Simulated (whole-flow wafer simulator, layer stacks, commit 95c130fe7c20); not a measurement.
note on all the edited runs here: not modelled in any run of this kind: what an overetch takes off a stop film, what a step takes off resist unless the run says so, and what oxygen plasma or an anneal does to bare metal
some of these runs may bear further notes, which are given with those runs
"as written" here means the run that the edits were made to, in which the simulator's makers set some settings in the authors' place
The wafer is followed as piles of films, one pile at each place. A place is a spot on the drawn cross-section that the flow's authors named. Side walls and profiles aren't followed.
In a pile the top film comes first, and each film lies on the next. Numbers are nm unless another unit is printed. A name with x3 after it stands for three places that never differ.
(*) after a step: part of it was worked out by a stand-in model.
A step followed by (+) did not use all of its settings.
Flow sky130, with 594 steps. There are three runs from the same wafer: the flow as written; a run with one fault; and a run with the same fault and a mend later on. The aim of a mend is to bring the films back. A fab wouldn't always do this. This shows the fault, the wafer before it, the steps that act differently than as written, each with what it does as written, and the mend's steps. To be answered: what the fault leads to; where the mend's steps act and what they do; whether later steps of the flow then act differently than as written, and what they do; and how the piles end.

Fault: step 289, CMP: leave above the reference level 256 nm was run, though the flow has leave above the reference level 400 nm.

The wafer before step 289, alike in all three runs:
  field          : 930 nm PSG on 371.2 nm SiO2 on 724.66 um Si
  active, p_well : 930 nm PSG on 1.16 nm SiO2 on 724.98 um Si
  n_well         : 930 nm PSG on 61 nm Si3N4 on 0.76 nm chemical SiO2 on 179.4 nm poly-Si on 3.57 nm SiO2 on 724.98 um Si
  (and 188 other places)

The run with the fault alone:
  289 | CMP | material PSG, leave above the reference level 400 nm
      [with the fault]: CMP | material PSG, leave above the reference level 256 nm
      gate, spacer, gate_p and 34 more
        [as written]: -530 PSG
        [with the fault]: -674 PSG
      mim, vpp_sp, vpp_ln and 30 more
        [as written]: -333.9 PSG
        [with the fault]: -477.9 PSG
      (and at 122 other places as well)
  Steps later in the flow that act otherwise than as written:
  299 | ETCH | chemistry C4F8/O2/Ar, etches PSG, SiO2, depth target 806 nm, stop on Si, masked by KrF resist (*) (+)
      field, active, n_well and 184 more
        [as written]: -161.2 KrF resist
        [with the fault]: -150.2 KrF resist
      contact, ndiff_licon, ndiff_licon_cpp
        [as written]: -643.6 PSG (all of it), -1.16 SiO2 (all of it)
        [with the fault]: -499.6 PSG (all of it), -1.16 SiO2 (all of it)
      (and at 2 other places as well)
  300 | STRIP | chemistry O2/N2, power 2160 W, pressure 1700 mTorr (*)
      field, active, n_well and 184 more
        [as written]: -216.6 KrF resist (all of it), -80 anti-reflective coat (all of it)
        [with the fault]: -227.6 KrF resist (all of it), -80 anti-reflective coat (all of it)
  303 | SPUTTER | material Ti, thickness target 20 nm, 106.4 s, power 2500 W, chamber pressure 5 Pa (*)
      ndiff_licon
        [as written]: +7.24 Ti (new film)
        [with the fault]: +9.11 Ti (new film)
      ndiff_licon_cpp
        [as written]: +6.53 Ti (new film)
        [with the fault]: +8.19 Ti (new film)
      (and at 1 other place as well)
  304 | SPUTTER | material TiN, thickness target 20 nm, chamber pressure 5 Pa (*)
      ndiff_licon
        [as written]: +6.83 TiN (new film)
        [with the fault]: +8.68 TiN (new film)
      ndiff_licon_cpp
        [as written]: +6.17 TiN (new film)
        [with the fault]: +7.82 TiN (new film)
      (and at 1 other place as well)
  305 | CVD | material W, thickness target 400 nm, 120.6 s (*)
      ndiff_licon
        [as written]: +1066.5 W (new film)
        [with the fault]: +918.8 W (new film)
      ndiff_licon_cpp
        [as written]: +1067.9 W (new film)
        [with the fault]: +920.6 W (new film)
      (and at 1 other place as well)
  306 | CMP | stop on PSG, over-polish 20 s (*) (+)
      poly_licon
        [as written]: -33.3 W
        [with the fault]: -177.3 W
  By the end, the piles at field, active, n_well and 190 more depart from the flow's by more than 2% or 0.5 nm, whichever is larger.
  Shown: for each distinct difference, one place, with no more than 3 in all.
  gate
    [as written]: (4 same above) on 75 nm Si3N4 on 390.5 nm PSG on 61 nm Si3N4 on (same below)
    [with the fault]: (4 same above) on 75 nm Si3N4 on 246.5 nm PSG on 61 nm Si3N4 on (same below)
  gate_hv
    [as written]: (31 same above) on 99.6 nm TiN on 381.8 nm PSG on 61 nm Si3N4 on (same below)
    [with the fault]: (31 same above) on 99.6 nm TiN on 237.8 nm PSG on 61 nm Si3N4 on (same below)
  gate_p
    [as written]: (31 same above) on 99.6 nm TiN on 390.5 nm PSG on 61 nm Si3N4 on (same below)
    [with the fault]: (31 same above) on 99.6 nm TiN on 246.5 nm PSG on 61 nm Si3N4 on (same below)

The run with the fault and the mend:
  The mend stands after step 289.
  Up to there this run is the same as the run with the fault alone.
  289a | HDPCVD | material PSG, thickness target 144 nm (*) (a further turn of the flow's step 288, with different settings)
      field, active, n_well and 189 more
        +144 PSG
  Later steps of the flow that are run all act as written at every place that is followed, up to a difference of at most 2% or 0.5 nm, whichever is larger.
  When the end is reached, the piles differ only a little from the flow's at the places that both follow, at most by 2% or 0.5 nm, whichever is larger.
